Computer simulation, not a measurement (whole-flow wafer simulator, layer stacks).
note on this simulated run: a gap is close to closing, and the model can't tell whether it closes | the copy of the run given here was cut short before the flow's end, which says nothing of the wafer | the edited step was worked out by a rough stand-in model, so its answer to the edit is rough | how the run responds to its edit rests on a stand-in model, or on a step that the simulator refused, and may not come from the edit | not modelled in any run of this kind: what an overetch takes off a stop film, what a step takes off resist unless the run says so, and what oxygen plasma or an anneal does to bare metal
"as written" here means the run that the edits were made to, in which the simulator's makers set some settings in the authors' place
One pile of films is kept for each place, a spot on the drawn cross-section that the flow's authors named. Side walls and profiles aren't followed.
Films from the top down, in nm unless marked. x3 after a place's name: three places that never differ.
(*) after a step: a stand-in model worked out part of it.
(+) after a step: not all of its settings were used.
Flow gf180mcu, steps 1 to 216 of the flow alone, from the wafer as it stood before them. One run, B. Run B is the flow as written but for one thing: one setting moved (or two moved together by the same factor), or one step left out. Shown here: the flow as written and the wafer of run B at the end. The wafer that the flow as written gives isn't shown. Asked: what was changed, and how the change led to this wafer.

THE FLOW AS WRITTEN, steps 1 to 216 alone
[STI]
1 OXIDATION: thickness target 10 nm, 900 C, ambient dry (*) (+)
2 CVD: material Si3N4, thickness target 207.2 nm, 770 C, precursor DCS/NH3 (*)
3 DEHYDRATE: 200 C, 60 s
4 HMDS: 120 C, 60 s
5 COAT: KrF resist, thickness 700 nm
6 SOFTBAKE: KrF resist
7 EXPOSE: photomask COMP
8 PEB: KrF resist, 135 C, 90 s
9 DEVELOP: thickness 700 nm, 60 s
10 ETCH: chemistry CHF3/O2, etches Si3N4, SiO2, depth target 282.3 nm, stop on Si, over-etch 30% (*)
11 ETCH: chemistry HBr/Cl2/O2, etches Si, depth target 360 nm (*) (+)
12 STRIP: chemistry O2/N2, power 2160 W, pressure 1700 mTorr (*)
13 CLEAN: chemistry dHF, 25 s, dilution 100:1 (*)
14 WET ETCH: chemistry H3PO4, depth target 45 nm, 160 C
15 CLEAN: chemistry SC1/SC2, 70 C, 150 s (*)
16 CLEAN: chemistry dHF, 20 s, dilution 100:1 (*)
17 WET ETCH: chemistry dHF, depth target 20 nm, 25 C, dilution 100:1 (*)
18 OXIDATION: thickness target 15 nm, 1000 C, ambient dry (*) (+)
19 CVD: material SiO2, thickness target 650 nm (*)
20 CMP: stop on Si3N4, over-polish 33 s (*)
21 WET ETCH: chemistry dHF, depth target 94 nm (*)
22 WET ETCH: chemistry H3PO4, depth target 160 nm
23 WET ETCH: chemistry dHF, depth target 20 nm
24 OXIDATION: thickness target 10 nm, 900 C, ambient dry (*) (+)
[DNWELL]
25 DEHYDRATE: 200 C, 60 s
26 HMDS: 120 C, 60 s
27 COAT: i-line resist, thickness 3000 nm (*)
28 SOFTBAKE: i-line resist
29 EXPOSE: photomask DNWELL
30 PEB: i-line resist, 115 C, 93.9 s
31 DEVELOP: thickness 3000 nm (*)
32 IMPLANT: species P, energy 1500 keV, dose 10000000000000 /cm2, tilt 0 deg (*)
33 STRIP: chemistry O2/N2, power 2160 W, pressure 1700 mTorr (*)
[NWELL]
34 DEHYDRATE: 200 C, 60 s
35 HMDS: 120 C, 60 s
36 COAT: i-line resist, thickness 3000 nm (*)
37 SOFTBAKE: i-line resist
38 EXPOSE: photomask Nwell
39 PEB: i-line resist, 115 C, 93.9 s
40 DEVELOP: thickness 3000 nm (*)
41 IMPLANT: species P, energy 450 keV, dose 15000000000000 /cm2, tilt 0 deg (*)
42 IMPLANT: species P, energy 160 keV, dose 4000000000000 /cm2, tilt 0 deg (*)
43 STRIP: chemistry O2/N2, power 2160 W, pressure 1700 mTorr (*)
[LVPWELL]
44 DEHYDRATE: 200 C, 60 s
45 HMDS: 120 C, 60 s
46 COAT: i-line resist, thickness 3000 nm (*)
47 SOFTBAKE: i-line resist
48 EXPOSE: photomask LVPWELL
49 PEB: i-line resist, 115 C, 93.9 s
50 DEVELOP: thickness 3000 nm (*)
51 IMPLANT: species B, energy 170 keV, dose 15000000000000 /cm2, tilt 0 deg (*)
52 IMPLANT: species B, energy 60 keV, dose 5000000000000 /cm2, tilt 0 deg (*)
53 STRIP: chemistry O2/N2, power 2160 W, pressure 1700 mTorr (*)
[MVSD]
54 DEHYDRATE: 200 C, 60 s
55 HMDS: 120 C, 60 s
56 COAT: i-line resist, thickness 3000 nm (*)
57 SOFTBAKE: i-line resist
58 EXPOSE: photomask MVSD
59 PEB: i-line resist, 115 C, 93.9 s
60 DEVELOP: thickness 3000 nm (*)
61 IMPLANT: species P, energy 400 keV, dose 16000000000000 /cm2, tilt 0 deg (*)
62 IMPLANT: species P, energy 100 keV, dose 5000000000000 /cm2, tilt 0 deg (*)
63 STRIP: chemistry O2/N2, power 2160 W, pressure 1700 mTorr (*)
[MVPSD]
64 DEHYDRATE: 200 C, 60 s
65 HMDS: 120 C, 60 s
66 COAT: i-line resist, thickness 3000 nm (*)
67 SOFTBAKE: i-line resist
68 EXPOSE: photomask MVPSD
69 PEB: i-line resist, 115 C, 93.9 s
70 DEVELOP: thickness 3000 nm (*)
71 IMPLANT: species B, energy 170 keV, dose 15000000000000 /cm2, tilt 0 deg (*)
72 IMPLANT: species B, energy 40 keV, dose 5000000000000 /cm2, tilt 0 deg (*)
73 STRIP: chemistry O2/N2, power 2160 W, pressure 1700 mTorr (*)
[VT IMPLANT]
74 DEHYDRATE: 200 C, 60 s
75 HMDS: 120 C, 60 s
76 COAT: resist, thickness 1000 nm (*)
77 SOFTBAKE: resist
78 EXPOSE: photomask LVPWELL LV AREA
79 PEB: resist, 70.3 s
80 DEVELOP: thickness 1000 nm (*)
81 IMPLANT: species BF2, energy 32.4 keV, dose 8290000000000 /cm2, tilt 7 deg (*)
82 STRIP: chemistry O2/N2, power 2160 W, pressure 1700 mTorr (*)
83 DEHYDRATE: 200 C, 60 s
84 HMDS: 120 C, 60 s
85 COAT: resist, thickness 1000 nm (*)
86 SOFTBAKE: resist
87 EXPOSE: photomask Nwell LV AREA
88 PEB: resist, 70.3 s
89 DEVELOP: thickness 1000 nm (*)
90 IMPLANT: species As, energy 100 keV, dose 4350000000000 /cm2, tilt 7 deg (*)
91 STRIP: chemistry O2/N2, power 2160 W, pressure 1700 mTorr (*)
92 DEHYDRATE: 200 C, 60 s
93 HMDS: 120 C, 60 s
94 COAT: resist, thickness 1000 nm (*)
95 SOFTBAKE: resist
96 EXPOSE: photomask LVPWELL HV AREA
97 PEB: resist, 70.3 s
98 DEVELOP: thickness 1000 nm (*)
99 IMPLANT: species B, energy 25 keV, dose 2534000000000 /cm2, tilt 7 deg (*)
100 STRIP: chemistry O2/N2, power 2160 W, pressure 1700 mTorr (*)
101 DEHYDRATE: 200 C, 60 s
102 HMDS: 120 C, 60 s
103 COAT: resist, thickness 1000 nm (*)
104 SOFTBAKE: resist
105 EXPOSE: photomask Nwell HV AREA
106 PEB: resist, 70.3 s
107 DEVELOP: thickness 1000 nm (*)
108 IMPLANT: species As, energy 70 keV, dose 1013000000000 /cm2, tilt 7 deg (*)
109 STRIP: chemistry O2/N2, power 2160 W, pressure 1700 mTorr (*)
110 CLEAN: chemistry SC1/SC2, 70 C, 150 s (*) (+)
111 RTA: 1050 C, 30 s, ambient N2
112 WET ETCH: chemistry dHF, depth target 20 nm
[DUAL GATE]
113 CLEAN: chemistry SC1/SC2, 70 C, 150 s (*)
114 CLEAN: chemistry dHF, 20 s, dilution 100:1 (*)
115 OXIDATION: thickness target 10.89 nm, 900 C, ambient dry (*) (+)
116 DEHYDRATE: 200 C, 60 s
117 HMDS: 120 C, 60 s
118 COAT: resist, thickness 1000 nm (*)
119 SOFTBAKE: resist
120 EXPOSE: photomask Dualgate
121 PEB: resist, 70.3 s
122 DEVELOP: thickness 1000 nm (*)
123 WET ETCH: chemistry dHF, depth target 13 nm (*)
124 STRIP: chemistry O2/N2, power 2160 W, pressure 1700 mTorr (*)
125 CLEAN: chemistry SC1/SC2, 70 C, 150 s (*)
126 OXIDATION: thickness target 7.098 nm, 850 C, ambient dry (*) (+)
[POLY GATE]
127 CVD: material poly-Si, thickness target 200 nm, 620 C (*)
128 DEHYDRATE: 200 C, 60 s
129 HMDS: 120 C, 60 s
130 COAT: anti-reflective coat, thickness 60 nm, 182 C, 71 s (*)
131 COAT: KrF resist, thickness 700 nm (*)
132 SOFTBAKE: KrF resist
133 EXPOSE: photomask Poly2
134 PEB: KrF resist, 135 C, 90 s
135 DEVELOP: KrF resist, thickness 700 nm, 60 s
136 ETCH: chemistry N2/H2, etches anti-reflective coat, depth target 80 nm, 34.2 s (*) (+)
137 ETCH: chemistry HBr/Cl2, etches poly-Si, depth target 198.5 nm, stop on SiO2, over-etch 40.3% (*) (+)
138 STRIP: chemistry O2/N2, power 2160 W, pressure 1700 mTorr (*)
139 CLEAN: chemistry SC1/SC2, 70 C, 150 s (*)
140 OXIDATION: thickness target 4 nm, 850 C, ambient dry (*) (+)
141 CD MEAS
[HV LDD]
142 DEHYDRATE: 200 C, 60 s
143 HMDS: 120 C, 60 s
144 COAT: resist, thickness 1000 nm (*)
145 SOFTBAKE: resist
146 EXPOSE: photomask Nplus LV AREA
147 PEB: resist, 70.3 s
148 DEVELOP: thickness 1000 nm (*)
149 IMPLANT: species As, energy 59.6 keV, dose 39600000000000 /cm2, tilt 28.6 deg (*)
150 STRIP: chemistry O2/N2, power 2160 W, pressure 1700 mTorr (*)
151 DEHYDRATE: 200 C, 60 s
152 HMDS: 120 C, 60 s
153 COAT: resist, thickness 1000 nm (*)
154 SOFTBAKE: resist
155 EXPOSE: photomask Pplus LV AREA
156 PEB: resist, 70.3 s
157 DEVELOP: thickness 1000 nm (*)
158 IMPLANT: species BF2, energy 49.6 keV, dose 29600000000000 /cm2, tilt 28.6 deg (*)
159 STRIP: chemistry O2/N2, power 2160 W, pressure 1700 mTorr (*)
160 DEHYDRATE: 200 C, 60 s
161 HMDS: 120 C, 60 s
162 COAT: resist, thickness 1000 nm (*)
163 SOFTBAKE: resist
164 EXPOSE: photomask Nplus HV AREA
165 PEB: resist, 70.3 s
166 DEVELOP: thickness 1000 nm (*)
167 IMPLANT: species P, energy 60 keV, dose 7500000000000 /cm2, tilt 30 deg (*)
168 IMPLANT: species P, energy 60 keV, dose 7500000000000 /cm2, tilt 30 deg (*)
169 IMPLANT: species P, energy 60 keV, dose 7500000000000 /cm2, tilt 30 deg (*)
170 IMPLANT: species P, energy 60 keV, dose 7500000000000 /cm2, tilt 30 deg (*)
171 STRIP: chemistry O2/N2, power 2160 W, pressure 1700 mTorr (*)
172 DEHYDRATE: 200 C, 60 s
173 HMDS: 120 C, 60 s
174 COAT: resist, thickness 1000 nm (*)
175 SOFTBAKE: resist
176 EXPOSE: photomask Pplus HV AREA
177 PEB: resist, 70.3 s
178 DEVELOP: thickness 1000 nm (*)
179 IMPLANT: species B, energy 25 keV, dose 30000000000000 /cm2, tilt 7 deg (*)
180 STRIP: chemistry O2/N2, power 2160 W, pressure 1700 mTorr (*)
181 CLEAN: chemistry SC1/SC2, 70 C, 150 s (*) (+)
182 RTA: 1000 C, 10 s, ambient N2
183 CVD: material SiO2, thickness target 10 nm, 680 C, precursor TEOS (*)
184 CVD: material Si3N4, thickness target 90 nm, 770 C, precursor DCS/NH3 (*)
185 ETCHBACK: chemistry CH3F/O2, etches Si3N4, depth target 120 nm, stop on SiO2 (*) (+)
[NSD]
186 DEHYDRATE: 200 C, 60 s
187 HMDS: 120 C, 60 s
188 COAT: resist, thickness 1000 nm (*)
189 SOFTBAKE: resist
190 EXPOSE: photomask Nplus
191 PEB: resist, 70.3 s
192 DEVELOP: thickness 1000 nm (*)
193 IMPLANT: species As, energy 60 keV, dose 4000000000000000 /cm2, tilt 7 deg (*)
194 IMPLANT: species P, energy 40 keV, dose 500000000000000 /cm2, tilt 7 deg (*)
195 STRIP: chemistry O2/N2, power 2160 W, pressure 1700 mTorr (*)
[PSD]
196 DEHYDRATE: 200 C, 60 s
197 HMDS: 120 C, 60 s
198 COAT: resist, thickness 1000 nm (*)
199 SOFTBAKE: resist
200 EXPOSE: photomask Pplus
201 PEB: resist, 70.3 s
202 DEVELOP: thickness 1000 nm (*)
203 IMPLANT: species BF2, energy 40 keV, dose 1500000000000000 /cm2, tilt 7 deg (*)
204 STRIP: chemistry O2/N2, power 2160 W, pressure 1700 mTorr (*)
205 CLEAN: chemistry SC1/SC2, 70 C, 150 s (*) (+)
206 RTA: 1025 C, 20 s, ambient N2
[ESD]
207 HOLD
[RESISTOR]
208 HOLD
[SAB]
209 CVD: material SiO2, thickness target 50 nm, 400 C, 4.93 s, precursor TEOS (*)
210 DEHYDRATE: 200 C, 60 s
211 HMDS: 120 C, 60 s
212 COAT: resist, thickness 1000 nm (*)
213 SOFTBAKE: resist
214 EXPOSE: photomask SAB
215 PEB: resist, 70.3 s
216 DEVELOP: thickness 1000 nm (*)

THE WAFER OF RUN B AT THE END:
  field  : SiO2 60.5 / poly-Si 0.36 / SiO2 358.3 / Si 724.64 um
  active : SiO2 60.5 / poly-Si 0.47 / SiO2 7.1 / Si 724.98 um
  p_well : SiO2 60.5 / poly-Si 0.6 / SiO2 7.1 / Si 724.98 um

The cause: step 127, CVD: thickness target 282 nm was run, where the flow has thickness target 200 nm.

How the change led to this, step by step:
  127 CVD: material poly-Si, thickness target 200 nm, 620 C (*)
      field, field__w1, field__w2 and 89 more: poly-Si +282 (new film) (as written it would be: poly-Si +200 (new film))
  137 ETCH: chemistry HBr/Cl2, etches poly-Si, depth target 198.5 nm, stop on SiO2, over-etch 40.3% (*) (+)
      field__w3, field__w12, field_sub and 14 more: poly-Si -278.5 (as written it would be: poly-Si -199 (all of it), SiO2 -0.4)
      field__w6, sti, m1 and 11 more: poly-Si -278.5 (as written it would be: poly-Si -198.8 (all of it), SiO2 -0.4)
      (and at 33 more places)
  138 STRIP: chemistry O2/N2, power 2160 W, pressure 1700 mTorr (*)
      field, field__w1, field__w2 and 61 more: chemical SiO2 +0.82 (new film), poly-Si -0.36 (as written it would be: nothing)
  139 CLEAN: chemistry SC1/SC2, 70 C, 150 s (*)
      field, field__w1, field__w2 and 34 more: chemical SiO2 -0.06, poly-Si -0.27 (as written it would be: SiO2 -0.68)
  140 OXIDATION: thickness target 4 nm, 850 C, ambient dry (*) (+)
      active_hv, active_nat, ld_sd_n and 11 more: SiO2 +4 (new film), chemical SiO2 -0.76 (all of it), poly-Si -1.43 (as written it would be: SiO2 +0.96, Si -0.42)
      active, n_well, p_well and 10 more: SiO2 +4 (new film), chemical SiO2 -0.76 (all of it), poly-Si -1.43 (as written it would be: SiO2 +1.17, Si -0.51)
      (and at 37 more places)
  144 COAT: resist, thickness 1000 nm (*)
      npoly_u, gate_p_hv5: resist +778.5 (new film) (as written it would be: resist +839.5 (new film))
      field_sub__w4: resist +1070.5 (new film) (as written it would be: resist +1047.7 (new film))
      (and at 30 more places)
  145 SOFTBAKE: resist
      field__w1: resist +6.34 (as written it would be: resist +4.19)
      field__w2: resist +4.31 (as written it would be: resist +2.82)
      (and at 73 more places)
  147 PEB: resist, 70.3 s
      polyc_n, polyc_n_rim, polyc_p, polyc_p_rim: resist -11 (as written it would be: resist -12.2)
      ldn_ch, ldn_acc, ldp_ch, ldp_acc: resist -11.9 (as written it would be: resist -13)
      (and at 26 more places)
  148 DEVELOP: thickness 1000 nm (*)
      gate: resist -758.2 (all of it) (as written it would be: resist -822.7 (all of it))
      npoly_u: resist -758.9 (all of it) (as written it would be: resist -821.5 (all of it))
      (and at 3 more places)
  150 STRIP: chemistry O2/N2, power 2160 W, pressure 1700 mTorr (*)
      field_sub__w4: resist -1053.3 (all of it) (as written it would be: resist -1030.9 (all of it))
      gate_hv: resist -763.4 (all of it) (as written it would be: resist -824.2 (all of it))
      (and at 25 more places)
  153 COAT: resist, thickness 1000 nm (*)
      npoly_u, gate_p_hv5: resist +778.5 (new film) (as written it would be: resist +839.5 (new film))
      field_sub__w4: resist +1070.5 (new film) (as written it would be: resist +1047.7 (new film))
      (and at 30 more places)
  154 SOFTBAKE: resist
      field__w1: resist +6.34 (as written it would be: resist +4.19)
      field__w2: resist +4.31 (as written it would be: resist +2.82)
      (and at 73 more places)
  156 PEB: resist, 70.3 s
      polyc_n, polyc_n_rim, polyc_p, polyc_p_rim: resist -11 (as written it would be: resist -12.2)
      ldn_ch, ldn_acc, ldp_ch, ldp_acc: resist -11.9 (as written it would be: resist -13)
      (and at 26 more places)
  157 DEVELOP: thickness 1000 nm (*)
      gate_p: resist -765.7 (all of it) (as written it would be: resist -828.7 (all of it))
      ppoly_u: resist -766.8 (all of it) (as written it would be: resist -827 (all of it))
      (and at 3 more places)
  159 STRIP: chemistry O2/N2, power 2160 W, pressure 1700 mTorr (*)
      field_sub__w4: resist -1053.3 (all of it) (as written it would be: resist -1030.9 (all of it))
      gate: resist -758.2 (all of it) (as written it would be: resist -822.7 (all of it))
      (and at 25 more places)
  162 COAT: resist, thickness 1000 nm (*)
      npoly_u, gate_p_hv5: resist +778.5 (new film) (as written it would be: resist +839.5 (new film))
      field_sub__w4: resist +1070.5 (new film) (as written it would be: resist +1047.7 (new film))
      (and at 30 more places)
  ... 23 more steps ...
  216 DEVELOP: thickness 1000 nm (*)
      field__w2: resist -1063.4 (all of it) (as written it would be: resist -1035.2 (all of it))
      field__w3: resist -1077.4 (all of it) (as written it would be: resist -1049.4 (all of it))
      (and at 45 more places)
